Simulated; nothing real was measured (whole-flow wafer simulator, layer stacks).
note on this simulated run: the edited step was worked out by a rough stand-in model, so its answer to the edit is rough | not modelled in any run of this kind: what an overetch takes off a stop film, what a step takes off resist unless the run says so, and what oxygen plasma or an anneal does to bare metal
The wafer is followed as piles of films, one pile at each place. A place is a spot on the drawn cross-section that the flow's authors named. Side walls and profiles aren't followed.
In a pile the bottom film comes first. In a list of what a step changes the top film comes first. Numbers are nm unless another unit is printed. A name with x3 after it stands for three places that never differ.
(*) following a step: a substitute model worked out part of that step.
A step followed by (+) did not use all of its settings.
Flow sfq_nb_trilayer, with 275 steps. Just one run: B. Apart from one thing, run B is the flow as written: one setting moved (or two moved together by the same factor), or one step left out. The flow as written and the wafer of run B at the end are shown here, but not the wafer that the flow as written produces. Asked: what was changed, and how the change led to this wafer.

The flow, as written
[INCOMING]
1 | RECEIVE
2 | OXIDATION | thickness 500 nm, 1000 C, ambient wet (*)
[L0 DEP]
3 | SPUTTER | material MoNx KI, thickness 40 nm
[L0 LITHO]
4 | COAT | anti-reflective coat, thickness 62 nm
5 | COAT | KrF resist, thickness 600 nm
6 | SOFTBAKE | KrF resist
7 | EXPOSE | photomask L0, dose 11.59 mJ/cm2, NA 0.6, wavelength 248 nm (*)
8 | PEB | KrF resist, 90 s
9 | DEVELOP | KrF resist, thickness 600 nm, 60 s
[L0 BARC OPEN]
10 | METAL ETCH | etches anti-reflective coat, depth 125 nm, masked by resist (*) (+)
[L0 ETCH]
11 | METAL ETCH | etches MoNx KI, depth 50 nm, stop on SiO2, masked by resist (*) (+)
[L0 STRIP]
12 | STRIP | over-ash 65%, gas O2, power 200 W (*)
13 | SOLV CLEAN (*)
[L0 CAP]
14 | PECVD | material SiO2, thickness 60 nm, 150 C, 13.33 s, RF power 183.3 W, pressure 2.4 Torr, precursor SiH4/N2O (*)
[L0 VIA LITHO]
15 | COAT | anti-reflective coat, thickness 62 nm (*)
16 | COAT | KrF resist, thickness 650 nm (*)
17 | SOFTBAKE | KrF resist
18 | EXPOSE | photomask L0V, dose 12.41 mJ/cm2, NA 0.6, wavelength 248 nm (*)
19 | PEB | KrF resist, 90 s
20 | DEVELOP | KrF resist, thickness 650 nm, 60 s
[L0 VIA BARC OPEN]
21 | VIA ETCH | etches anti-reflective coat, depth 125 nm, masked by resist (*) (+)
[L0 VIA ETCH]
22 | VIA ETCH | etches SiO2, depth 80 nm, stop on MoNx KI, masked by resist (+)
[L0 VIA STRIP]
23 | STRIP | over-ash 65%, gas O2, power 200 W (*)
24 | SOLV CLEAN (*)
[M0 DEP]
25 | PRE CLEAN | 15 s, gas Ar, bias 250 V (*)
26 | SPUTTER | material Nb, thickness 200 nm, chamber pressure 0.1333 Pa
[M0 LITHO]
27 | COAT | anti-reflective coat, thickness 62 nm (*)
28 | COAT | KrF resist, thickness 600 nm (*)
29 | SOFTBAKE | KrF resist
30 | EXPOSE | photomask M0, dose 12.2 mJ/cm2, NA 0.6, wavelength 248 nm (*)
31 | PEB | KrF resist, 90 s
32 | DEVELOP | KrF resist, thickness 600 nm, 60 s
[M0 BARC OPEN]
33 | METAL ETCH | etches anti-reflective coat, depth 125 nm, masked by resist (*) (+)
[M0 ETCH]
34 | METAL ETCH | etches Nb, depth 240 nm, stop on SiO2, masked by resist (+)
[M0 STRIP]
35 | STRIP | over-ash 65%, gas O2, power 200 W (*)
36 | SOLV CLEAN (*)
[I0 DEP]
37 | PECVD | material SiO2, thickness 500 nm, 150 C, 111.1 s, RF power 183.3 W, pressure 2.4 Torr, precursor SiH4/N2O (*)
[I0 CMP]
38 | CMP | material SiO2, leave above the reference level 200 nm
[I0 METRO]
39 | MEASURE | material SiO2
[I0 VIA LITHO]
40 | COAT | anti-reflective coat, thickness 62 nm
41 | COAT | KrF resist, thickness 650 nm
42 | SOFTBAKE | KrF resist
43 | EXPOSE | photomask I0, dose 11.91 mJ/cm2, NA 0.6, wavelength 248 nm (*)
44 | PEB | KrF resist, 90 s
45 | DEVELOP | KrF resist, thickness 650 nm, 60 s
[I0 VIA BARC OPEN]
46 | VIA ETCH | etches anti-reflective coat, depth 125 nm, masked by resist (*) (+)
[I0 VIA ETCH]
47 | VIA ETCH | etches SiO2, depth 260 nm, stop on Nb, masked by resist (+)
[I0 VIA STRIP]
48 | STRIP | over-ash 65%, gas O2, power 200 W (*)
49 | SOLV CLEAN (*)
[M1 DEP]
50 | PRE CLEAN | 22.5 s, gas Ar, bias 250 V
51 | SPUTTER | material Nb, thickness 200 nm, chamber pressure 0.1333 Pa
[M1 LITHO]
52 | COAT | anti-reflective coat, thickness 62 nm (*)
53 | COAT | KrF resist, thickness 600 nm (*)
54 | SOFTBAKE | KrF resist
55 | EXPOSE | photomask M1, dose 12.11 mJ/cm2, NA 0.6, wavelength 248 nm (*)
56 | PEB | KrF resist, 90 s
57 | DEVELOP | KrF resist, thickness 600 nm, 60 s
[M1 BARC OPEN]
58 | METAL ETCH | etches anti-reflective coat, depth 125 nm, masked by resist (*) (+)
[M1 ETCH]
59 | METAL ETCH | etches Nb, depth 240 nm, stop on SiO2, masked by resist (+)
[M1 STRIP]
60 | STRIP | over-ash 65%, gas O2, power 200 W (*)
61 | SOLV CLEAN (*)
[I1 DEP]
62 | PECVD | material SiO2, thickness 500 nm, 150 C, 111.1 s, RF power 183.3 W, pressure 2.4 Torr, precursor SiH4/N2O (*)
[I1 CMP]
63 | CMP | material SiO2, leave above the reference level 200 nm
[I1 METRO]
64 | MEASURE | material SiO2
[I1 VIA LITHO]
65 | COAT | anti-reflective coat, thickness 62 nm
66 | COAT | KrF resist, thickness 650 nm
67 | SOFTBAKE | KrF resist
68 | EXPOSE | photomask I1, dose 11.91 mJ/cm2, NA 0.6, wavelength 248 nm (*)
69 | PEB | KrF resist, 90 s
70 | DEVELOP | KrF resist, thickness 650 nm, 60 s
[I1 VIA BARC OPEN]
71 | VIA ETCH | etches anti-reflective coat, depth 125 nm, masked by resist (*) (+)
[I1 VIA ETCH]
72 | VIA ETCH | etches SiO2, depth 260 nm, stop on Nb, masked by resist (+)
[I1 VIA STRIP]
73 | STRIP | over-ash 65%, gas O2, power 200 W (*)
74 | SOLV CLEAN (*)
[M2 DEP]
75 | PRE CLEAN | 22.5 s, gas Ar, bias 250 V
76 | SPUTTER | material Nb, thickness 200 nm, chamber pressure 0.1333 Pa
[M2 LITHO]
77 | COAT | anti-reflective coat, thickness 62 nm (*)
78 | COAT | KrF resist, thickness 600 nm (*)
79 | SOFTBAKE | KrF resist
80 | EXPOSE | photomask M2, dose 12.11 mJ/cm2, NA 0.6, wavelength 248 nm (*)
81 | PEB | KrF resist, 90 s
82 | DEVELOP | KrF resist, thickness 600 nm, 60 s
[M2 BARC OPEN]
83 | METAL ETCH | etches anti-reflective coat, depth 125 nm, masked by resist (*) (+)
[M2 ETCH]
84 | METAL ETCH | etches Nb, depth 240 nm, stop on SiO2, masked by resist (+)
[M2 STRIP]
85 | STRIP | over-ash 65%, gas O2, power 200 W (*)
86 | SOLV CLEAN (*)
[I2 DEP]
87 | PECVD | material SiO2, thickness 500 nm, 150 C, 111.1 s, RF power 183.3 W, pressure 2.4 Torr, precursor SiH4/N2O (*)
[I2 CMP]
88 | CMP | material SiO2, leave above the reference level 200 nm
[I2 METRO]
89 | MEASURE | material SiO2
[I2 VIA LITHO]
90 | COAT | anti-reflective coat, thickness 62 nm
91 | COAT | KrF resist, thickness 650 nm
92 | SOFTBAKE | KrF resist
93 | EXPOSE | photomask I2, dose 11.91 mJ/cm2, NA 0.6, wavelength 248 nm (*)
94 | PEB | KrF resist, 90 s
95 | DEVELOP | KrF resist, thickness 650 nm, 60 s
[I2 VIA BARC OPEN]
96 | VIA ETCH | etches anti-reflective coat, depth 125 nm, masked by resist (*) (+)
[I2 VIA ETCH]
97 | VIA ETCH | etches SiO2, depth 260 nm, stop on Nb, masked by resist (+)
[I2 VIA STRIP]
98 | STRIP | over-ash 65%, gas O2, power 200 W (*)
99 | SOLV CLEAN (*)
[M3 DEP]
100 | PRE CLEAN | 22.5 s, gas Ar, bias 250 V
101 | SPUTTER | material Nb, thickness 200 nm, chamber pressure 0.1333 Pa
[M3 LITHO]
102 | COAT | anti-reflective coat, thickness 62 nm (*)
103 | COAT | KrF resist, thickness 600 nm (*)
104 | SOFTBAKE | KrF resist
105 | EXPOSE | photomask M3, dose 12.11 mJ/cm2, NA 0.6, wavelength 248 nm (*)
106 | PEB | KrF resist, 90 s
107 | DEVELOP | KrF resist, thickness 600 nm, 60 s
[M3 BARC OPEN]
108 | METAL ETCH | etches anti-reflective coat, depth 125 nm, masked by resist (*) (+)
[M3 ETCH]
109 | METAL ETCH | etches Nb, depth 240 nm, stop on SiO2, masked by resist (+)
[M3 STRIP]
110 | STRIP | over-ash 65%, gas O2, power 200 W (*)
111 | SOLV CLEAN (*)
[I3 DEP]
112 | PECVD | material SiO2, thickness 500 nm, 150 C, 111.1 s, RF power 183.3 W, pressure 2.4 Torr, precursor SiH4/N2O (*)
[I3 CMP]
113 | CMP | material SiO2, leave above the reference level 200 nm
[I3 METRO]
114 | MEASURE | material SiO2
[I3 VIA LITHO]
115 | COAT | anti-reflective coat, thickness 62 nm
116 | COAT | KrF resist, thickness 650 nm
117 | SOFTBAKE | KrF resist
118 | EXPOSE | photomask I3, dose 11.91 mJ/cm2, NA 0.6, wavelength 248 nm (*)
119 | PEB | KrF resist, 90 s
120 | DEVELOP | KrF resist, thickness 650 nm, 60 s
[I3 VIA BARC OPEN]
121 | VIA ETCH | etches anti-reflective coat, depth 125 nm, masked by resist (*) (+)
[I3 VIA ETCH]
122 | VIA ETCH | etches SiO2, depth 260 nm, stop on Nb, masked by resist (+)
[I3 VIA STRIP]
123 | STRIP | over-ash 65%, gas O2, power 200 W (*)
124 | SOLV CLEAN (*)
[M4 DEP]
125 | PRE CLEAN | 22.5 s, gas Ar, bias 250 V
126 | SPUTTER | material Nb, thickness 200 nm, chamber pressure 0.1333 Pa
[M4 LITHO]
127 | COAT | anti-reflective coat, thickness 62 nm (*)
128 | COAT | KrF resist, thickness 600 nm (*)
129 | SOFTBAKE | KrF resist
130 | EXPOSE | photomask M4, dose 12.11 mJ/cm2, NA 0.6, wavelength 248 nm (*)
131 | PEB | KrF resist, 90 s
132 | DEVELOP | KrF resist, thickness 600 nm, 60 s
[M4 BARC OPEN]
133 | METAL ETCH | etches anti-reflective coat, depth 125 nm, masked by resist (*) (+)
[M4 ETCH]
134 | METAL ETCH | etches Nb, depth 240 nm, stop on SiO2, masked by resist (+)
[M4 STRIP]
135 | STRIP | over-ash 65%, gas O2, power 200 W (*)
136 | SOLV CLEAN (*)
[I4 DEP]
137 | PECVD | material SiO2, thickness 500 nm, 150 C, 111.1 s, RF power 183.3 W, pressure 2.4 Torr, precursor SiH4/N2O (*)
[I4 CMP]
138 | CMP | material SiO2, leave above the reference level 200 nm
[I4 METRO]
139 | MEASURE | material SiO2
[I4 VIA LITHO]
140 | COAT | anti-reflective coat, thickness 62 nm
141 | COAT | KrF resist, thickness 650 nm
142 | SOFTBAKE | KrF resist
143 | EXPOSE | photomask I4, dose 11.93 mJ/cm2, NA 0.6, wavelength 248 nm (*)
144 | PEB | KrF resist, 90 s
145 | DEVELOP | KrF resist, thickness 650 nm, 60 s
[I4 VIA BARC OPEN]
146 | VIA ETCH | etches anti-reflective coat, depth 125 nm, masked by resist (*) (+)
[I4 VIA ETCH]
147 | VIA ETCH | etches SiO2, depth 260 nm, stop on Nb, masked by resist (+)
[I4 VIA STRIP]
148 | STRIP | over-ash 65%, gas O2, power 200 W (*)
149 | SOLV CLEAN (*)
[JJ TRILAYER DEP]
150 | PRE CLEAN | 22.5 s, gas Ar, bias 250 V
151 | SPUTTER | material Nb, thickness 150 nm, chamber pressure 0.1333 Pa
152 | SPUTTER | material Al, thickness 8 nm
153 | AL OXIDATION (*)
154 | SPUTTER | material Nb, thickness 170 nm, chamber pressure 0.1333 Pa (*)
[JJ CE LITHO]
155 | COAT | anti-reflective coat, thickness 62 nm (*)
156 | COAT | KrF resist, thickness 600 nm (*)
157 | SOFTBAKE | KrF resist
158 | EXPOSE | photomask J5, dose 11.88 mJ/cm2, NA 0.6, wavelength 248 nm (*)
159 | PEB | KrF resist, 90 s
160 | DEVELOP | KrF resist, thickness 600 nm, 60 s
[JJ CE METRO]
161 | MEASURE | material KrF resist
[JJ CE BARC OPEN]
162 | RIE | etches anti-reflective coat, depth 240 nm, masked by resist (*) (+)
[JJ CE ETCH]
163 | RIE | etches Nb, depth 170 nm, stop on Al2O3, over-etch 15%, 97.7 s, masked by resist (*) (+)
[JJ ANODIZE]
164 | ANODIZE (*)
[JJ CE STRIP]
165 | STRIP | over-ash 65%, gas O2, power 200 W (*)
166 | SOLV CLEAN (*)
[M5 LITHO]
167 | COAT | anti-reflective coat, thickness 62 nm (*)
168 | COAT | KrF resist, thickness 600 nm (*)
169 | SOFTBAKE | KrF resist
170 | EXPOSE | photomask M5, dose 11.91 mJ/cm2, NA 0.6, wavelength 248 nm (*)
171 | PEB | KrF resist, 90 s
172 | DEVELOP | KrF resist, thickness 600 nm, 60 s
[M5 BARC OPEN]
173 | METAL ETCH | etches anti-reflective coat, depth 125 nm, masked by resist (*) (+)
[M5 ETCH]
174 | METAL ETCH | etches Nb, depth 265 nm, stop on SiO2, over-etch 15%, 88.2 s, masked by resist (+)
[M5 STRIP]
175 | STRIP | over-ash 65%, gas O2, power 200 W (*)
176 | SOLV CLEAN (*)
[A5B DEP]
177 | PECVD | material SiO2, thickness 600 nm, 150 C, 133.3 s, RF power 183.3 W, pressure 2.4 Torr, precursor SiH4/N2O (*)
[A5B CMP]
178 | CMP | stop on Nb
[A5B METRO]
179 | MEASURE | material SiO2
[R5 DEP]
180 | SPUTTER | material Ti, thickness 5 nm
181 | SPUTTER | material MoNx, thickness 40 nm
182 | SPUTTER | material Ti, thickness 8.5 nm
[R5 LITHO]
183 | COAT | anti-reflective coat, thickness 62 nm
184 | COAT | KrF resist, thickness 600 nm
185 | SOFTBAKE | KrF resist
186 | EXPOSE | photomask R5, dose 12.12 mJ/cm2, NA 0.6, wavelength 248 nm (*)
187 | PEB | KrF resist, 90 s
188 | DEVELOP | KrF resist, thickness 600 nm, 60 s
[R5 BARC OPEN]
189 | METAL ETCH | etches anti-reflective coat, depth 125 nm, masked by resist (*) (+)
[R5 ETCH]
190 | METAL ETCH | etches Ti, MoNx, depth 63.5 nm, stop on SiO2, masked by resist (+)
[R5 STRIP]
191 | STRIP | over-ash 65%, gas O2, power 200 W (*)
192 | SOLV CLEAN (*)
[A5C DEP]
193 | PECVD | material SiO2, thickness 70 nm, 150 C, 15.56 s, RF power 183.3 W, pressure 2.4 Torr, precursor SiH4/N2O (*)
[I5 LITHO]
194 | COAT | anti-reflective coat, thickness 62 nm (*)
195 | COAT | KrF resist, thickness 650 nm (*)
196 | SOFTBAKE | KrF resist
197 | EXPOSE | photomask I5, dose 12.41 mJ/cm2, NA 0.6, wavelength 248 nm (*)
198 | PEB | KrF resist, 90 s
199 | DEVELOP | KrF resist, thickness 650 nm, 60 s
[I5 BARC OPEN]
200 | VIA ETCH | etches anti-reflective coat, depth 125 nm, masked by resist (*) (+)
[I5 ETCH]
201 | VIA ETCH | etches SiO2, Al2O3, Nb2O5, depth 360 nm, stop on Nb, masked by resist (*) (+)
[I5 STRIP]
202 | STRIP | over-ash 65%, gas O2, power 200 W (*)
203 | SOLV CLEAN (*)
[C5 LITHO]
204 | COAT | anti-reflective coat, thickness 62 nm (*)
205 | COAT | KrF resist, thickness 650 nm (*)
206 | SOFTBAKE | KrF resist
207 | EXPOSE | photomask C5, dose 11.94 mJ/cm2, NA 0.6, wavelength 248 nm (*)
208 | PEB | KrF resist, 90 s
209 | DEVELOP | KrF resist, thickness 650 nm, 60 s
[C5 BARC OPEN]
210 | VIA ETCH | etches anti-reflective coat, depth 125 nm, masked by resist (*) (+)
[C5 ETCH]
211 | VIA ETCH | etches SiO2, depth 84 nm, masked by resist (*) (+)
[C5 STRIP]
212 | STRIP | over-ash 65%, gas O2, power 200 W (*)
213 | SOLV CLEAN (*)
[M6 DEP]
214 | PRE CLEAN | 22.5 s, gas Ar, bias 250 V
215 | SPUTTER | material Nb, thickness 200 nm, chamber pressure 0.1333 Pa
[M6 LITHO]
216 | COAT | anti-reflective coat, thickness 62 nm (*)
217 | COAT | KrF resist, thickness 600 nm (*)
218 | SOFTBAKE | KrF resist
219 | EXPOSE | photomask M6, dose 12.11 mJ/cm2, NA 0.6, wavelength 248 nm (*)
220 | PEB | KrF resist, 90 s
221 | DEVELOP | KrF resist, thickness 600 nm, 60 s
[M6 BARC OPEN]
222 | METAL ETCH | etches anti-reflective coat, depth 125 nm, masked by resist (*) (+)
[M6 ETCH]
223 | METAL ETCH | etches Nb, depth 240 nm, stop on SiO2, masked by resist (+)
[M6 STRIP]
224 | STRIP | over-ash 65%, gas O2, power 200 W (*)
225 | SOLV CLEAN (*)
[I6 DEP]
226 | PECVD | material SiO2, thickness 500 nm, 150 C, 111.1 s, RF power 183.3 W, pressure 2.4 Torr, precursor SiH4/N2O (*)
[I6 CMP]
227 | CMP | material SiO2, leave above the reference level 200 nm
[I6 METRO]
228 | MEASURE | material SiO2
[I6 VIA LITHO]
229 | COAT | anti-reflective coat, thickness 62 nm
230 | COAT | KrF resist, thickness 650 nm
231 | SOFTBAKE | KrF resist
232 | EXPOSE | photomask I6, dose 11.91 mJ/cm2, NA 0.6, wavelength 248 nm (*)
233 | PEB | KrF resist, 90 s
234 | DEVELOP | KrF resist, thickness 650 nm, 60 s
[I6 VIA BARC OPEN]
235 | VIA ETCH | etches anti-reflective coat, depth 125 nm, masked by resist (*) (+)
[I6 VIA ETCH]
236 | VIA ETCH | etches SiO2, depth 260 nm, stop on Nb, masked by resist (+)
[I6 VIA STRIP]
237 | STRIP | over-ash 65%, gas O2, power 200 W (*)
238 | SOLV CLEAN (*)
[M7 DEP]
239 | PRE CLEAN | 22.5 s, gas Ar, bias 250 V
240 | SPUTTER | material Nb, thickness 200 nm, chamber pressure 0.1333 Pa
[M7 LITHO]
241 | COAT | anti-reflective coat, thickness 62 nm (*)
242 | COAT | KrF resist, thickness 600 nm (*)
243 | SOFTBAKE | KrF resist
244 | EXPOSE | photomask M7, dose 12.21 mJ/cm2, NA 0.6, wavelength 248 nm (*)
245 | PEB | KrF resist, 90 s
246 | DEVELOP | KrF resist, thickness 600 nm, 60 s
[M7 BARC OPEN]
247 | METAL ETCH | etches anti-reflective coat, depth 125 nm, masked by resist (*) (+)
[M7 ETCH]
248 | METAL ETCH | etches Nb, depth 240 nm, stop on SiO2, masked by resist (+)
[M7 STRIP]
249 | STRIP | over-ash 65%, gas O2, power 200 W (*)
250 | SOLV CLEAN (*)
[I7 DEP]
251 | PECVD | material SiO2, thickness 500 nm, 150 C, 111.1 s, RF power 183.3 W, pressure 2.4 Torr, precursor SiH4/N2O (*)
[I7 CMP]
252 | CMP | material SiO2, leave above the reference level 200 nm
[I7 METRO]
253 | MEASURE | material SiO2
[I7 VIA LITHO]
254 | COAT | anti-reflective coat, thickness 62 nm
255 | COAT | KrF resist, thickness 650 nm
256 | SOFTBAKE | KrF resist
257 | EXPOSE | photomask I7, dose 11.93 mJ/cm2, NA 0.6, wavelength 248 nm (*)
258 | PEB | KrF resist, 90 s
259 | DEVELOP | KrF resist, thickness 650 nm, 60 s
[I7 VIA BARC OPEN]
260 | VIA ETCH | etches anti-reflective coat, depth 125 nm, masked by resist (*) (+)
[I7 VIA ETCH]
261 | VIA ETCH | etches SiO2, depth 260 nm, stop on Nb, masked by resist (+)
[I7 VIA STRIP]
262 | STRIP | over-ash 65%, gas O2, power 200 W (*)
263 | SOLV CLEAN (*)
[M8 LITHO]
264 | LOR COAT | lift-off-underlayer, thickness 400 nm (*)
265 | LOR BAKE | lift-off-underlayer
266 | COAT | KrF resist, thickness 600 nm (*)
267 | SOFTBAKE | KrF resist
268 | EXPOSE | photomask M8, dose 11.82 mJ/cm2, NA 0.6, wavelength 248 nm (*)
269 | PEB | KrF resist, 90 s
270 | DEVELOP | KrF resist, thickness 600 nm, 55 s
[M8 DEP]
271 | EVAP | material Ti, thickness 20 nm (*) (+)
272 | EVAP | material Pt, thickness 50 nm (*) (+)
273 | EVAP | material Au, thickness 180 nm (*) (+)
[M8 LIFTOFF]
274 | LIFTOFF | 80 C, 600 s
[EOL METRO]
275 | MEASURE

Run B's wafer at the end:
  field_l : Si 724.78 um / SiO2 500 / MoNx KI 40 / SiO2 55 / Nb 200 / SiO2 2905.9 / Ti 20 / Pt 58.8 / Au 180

Cause: step 272, EVAP: thickness 58.8 nm was run, whereas the flow has thickness 50 nm.
The wafer lets one read it off: field_l has Pt 58.8, and step 272 as written asks for 50 nm.

Step by step, how the change led to this:
  272 | EVAP | material Pt, thickness 50 nm (*) (+)
      field_l, v_sur, via_wl and 103 more: Pt gains 58.8 (new film) (in the flow as written it would be: Pt gains 50 (new film))
  274 | LIFTOFF | 80 C, 600 s
      p4_fl, p4_fm, p4_w1 and 71 more: Au loses 180 (all of it), Pt loses 58.8 (all of it), Ti loses 20 (all of it), KrF resist loses 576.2 (all of it), lift-off-underlayer loses 400 (all of it) (in the flow as written it would be: Au loses 180 (all of it), Pt loses 50 (all of it), Ti loses 20 (all of it), KrF resist loses 576.2 (all of it), lift-off-underlayer loses 400 (all of it))
      c5j, ce_r: Au loses 180 (all of it), Pt loses 58.8 (all of it), Ti loses 20 (all of it), KrF resist loses 573.3 (all of it), lift-off-underlayer loses 399.3 (all of it) (in the flow as written it would be: Au loses 180 (all of it), Pt loses 50 (all of it), Ti loses 20 (all of it), KrF resist loses 573.3 (all of it), lift-off-underlayer loses 399.3 (all of it))
      (and at 19 other places as well)
